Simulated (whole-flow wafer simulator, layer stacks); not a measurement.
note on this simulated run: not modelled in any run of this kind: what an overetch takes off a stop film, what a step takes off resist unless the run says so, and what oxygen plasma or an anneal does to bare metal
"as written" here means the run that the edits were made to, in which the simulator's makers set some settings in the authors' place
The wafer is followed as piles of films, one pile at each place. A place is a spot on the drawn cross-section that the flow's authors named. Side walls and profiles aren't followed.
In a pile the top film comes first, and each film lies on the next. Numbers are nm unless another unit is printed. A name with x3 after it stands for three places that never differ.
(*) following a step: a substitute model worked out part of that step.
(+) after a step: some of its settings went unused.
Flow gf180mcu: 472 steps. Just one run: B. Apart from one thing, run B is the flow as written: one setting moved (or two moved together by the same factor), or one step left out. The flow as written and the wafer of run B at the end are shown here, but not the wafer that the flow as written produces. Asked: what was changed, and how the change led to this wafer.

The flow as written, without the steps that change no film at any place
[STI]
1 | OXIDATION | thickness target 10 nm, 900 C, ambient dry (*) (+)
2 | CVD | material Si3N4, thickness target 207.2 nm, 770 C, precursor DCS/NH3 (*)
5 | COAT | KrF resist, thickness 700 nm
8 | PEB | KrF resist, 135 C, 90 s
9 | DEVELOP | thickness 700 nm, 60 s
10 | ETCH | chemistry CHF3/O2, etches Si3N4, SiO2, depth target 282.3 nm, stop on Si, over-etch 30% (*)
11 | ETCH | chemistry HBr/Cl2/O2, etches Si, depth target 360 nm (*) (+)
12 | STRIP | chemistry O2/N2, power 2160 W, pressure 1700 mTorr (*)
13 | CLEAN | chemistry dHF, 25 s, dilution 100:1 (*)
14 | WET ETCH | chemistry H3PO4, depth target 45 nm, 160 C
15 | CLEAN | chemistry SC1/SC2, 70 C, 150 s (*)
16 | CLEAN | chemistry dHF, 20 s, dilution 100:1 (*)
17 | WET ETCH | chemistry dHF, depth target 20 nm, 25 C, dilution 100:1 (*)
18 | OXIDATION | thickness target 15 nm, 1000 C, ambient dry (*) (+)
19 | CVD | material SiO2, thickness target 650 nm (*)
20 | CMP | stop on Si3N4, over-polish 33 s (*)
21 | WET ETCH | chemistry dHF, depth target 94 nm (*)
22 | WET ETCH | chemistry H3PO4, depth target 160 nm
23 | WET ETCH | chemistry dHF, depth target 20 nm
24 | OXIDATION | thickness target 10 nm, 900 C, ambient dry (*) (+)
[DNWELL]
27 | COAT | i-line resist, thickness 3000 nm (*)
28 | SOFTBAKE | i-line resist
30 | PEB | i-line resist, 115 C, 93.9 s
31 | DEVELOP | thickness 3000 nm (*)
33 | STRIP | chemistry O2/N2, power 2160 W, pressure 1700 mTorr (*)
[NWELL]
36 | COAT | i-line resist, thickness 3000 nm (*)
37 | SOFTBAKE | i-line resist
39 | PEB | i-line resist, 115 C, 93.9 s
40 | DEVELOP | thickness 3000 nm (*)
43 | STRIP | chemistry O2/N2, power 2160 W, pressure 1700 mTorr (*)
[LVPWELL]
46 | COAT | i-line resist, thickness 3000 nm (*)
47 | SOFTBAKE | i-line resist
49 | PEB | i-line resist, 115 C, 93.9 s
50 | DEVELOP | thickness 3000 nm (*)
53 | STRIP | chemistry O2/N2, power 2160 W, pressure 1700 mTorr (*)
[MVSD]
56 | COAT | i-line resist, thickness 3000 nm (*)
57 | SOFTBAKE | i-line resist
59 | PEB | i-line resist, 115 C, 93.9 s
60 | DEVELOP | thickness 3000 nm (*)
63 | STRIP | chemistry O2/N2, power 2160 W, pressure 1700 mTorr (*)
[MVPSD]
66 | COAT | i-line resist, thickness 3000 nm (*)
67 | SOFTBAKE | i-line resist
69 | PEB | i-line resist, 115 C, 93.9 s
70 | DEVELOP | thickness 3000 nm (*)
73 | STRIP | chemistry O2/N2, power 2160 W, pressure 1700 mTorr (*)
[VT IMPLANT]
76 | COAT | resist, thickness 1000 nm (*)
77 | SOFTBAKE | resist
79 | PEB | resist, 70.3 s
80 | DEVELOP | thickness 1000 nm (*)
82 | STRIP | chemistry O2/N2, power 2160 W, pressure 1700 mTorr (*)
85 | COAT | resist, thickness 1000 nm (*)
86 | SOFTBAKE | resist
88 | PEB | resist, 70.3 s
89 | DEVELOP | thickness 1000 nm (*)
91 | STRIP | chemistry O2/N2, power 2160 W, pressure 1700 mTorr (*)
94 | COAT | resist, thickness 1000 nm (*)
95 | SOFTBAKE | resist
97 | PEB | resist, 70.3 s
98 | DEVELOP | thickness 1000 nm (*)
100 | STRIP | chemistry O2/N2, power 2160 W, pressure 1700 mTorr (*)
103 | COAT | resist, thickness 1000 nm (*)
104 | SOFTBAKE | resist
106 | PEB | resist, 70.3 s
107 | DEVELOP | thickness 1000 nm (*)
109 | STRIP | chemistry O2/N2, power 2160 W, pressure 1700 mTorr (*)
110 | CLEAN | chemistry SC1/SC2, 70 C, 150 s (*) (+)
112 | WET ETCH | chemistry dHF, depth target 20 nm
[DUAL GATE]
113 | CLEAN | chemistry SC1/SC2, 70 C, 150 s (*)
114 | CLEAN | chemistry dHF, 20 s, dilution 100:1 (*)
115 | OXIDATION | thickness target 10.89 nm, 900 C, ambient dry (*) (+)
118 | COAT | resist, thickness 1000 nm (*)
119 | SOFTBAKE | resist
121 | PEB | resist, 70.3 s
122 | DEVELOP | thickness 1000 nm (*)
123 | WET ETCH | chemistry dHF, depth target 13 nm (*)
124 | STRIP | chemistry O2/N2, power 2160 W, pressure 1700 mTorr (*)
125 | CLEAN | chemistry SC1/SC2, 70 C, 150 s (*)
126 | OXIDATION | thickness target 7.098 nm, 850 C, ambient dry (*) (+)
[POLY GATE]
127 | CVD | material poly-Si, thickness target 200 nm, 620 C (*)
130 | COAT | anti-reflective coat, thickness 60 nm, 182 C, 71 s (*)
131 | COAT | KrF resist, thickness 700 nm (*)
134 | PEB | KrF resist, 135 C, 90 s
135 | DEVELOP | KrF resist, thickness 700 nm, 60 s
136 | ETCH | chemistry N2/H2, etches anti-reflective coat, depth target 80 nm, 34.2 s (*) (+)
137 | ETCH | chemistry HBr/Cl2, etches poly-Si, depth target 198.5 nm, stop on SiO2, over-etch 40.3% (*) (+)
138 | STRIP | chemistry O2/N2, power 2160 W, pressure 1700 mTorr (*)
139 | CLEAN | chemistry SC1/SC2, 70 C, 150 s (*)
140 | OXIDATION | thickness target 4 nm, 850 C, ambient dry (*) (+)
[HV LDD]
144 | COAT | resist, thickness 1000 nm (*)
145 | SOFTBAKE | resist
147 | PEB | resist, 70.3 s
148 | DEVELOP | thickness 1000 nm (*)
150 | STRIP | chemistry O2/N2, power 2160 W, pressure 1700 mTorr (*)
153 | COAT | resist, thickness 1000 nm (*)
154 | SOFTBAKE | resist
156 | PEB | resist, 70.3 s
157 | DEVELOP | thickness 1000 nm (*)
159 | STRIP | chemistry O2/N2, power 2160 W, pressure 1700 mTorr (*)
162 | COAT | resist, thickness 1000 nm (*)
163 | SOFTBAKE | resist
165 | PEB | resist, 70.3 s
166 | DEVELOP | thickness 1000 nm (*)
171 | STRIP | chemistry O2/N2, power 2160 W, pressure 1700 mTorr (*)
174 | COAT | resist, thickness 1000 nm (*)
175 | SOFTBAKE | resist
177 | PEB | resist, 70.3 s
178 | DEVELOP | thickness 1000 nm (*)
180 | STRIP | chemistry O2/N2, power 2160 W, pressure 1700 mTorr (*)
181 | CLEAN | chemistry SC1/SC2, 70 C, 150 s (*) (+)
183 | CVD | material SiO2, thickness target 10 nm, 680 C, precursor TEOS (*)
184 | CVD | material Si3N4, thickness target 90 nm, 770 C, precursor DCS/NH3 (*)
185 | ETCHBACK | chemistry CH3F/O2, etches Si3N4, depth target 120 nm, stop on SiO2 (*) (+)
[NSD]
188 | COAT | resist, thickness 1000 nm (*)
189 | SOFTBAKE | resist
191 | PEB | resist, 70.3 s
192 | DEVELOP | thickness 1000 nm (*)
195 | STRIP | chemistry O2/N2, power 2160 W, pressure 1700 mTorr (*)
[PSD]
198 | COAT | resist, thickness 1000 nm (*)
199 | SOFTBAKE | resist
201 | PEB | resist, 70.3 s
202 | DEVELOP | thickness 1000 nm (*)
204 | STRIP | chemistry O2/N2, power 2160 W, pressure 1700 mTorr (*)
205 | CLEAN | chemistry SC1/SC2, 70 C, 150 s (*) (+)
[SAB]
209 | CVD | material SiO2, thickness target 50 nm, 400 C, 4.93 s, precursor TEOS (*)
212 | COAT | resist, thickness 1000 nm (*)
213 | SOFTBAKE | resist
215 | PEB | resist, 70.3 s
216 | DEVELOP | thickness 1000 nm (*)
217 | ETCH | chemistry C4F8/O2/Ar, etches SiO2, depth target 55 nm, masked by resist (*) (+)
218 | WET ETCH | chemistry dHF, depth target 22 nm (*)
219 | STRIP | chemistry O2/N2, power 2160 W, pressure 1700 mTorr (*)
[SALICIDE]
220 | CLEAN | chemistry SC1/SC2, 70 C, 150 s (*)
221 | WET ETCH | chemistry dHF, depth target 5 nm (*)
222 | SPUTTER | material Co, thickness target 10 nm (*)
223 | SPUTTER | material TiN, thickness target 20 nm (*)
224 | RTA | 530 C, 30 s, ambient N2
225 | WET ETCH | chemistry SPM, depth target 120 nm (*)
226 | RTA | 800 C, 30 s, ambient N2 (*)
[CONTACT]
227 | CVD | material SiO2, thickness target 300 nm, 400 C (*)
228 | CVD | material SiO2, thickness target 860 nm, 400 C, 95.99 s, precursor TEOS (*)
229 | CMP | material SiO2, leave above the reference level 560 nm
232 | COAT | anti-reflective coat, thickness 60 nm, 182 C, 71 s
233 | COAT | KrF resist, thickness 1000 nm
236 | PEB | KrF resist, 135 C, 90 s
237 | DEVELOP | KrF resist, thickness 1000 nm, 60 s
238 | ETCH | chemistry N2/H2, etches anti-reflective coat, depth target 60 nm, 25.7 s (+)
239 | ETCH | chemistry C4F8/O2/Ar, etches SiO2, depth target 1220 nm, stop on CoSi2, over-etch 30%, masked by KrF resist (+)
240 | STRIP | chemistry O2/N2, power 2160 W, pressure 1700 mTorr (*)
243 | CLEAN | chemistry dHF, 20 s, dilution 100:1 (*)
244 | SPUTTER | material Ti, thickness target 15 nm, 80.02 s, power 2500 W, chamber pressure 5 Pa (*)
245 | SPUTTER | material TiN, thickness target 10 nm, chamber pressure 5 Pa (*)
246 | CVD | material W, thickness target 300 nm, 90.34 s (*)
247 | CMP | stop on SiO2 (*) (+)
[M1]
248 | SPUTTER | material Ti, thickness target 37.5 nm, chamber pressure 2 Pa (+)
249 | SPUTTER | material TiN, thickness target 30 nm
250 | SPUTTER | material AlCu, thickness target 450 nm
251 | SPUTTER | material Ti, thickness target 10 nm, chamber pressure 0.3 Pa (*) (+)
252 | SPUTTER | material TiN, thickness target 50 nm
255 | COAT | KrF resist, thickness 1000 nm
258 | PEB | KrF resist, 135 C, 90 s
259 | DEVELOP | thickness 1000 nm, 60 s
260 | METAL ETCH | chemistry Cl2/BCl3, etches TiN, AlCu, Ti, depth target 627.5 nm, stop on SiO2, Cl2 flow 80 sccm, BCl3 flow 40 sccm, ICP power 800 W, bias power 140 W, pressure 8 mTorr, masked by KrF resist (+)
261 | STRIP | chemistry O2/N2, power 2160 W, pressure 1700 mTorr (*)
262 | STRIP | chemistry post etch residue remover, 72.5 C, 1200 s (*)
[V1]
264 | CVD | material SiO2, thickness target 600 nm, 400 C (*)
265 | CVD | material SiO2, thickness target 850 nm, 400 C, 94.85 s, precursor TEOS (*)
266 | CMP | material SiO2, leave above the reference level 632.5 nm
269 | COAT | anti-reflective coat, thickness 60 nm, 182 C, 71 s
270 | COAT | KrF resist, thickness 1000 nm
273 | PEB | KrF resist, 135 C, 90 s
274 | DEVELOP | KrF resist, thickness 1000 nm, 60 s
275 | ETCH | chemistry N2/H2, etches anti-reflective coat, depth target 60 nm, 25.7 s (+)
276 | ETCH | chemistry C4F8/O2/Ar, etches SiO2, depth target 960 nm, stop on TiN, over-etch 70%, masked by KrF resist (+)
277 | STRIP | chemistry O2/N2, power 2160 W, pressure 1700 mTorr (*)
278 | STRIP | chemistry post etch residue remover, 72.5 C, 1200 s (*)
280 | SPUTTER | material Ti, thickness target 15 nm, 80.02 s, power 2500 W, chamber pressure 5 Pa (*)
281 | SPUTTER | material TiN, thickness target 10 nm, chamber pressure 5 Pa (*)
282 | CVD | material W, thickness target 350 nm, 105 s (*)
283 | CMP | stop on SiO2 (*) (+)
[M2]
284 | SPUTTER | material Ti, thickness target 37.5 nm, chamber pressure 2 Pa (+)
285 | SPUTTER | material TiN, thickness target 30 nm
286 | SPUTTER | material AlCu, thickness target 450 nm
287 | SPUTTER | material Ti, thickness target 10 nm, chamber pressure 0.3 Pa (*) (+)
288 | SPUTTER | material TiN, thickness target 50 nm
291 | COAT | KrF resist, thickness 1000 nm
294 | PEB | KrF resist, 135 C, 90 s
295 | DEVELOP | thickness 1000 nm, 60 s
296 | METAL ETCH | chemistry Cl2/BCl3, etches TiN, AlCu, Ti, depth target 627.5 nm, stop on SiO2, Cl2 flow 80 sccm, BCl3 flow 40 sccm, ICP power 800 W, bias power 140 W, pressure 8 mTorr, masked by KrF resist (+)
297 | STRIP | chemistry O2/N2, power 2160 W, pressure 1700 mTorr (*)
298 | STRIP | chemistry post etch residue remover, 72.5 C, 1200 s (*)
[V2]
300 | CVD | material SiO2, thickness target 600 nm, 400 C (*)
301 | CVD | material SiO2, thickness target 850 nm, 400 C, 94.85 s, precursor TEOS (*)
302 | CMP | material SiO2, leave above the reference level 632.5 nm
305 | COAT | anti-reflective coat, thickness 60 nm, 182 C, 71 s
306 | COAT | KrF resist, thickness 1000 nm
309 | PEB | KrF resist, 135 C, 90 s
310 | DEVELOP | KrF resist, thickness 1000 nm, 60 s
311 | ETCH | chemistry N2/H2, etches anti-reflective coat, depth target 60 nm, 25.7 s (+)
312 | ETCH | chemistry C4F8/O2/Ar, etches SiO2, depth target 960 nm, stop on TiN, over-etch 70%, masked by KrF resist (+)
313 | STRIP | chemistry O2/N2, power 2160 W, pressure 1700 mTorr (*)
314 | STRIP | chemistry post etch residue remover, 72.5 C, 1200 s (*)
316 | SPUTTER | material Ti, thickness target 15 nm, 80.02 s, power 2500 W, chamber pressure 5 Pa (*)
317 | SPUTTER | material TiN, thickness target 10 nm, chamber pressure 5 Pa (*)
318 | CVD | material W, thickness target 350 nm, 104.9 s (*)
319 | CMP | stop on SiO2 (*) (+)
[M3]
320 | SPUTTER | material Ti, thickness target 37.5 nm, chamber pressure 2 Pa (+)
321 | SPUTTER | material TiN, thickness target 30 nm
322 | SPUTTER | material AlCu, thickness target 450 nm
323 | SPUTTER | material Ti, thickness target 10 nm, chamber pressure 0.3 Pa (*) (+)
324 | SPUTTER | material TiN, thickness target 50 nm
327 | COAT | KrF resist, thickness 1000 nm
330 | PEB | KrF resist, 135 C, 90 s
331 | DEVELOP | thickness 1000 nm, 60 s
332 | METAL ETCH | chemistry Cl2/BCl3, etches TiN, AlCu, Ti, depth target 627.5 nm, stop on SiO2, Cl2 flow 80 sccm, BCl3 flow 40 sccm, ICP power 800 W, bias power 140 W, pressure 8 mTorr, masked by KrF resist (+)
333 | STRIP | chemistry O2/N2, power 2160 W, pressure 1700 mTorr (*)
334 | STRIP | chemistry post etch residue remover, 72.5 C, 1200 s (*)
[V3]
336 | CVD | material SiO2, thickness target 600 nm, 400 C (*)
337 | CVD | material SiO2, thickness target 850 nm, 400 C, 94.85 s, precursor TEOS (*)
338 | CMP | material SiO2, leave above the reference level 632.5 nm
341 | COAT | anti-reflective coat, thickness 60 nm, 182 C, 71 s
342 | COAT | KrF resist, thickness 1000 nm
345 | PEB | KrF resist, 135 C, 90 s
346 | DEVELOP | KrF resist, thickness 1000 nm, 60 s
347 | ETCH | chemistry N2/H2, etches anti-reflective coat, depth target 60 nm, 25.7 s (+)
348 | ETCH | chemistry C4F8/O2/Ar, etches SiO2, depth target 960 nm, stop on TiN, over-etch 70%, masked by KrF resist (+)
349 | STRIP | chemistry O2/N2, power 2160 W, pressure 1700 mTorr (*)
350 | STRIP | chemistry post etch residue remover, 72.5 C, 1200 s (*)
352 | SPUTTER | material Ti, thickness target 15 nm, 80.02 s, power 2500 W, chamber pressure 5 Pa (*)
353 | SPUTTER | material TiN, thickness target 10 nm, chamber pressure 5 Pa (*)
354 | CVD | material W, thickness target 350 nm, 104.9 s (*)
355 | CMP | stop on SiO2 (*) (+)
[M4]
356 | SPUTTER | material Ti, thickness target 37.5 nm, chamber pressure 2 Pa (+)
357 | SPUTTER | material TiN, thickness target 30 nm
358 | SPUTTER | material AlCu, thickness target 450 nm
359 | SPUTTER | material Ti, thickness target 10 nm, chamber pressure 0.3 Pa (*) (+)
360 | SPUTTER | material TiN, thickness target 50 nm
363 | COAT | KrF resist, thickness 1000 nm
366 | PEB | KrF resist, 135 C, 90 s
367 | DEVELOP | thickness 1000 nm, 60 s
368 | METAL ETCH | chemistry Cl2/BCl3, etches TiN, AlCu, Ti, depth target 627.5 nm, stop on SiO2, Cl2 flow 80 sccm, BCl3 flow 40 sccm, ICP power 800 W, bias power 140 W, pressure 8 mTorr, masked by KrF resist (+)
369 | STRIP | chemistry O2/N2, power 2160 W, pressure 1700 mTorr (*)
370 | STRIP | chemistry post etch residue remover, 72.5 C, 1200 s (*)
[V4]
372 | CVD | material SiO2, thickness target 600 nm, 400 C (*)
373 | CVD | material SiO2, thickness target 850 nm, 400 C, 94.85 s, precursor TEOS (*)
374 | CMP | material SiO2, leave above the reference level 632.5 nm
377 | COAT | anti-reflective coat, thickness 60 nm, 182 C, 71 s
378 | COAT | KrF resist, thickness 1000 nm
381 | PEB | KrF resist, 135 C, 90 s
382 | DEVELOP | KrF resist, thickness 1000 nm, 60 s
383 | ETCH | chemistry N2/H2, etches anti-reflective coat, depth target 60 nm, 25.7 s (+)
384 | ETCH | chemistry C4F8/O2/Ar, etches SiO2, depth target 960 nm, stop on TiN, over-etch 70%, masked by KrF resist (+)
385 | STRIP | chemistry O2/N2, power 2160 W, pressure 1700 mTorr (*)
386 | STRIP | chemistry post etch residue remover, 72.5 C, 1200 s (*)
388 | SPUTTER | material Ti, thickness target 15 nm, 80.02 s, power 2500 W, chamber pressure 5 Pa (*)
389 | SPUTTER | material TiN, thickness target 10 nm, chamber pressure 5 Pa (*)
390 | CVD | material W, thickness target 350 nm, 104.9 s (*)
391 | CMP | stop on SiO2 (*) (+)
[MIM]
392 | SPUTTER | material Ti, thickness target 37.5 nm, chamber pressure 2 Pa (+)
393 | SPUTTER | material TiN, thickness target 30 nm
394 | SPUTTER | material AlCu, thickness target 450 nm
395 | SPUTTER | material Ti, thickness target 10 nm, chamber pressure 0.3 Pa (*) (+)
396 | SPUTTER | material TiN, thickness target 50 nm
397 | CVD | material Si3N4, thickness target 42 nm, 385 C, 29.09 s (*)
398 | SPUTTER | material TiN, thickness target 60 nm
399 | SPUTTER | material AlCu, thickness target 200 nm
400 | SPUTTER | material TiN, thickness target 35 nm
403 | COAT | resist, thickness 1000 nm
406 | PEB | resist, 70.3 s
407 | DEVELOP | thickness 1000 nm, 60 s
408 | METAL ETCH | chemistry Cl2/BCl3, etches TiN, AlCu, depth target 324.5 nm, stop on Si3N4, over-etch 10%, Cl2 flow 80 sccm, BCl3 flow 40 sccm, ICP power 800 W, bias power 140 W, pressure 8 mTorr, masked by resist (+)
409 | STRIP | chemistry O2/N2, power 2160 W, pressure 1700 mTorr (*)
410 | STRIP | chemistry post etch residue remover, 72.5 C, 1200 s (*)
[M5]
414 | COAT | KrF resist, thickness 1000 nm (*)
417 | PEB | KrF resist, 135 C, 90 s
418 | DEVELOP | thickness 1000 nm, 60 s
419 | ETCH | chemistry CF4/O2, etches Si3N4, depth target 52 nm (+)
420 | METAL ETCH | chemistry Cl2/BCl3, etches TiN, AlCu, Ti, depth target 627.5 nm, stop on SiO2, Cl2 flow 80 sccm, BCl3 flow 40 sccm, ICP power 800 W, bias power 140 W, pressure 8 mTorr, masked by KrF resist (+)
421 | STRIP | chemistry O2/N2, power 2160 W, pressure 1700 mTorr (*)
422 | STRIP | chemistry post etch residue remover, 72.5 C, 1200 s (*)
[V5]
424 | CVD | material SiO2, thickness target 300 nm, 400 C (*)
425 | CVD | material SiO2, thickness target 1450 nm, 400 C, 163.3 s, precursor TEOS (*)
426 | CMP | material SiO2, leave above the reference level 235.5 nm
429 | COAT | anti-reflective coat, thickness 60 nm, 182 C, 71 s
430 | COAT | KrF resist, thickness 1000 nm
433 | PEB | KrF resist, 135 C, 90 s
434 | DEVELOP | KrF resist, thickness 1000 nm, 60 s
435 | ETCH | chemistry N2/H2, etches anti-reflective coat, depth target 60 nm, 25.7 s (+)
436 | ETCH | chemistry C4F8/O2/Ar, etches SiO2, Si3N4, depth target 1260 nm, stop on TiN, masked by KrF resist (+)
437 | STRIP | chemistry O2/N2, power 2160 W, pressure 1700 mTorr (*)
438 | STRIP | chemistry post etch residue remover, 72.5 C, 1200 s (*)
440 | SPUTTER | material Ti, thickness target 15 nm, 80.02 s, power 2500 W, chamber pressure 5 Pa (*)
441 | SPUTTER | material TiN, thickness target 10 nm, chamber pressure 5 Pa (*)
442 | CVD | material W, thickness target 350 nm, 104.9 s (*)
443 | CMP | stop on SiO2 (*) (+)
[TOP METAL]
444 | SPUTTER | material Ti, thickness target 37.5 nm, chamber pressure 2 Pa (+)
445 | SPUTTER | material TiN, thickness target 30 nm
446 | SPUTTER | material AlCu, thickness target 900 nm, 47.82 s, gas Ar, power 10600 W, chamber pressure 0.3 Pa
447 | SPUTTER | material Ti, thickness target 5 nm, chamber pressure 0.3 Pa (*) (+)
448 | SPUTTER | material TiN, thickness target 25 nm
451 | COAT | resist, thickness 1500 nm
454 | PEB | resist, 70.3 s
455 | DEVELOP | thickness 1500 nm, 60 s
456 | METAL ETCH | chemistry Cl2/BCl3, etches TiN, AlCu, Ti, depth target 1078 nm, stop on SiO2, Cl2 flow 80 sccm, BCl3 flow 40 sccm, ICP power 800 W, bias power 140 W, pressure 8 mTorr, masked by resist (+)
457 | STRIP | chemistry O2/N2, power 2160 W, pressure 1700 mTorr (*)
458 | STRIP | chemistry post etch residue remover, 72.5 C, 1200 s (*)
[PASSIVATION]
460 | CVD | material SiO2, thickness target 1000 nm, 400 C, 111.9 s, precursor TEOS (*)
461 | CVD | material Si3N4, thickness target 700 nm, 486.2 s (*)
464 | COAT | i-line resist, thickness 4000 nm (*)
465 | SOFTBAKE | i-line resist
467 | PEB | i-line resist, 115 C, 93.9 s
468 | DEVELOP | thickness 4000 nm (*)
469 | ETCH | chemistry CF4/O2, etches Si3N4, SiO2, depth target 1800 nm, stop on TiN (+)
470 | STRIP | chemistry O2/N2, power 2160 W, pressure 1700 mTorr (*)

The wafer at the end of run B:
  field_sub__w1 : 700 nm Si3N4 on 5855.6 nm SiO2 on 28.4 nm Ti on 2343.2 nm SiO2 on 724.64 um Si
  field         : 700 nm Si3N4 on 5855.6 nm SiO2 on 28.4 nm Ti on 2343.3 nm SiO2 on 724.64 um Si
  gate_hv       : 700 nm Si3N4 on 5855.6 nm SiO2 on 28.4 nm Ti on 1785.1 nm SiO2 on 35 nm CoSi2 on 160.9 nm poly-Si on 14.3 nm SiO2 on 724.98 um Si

The reason: step 296, METAL ETCH: depth target 549.1 nm was run, whereas the flow has depth target 627.5 nm.

Step by step, how the change led to this:
  296 | METAL ETCH | chemistry Cl2/BCl3, etches TiN, AlCu, Ti, depth target 627.5 nm, stop on SiO2, Cl2 flow 80 sccm, BCl3 flow 40 sccm, ICP power 800 W, bias power 140 W, pressure 8 mTorr, masked by KrF resist (+)
      field, field__w1, field__w2 and 103 more: TiN loses 50 (all of it), Ti loses 10 (all of it), AlCu loses 450 (all of it), TiN loses 30 (all of it), Ti loses 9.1 (it would be, as written: TiN loses 50 (all of it), Ti loses 10 (all of it), AlCu loses 450 (all of it), TiN loses 30 (all of it), Ti loses 37.5 (all of it))
      field__w8, contact, m1, m1__w1, m1_nw: KrF resist loses 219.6 (it would be, as written: KrF resist loses 251)
  297 | STRIP | chemistry O2/N2, power 2160 W, pressure 1700 mTorr (*)
      field__w8, contact, m1, m1__w1, m1_nw: KrF resist loses 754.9 (all of it) (it would be, as written: KrF resist loses 723.5 (all of it))
  300 | CVD | material SiO2, thickness target 600 nm, 400 C (*)
      field, field__w1, field__w2 and 103 more: SiO2 gains 600 (new film) (it would be, as written: SiO2 gains 600)
  302 | CMP | material SiO2, leave above the reference level 632.5 nm
      field, field__w1, field__w2 and 103 more: SiO2 loses 328.4 (it would be, as written: SiO2 loses 300)
If metal films that touch count as one body, field_sub__w1 has 1 body; the flow as written gives 0 bodies.
If metal films that touch count as one body, field has 1 body; the flow as written gives 0 bodies.
If metal films that touch count as one body, gate_hv has 2 bodies (between them, from the top down: SiO2 1785.1); the flow as written gives 1 body.
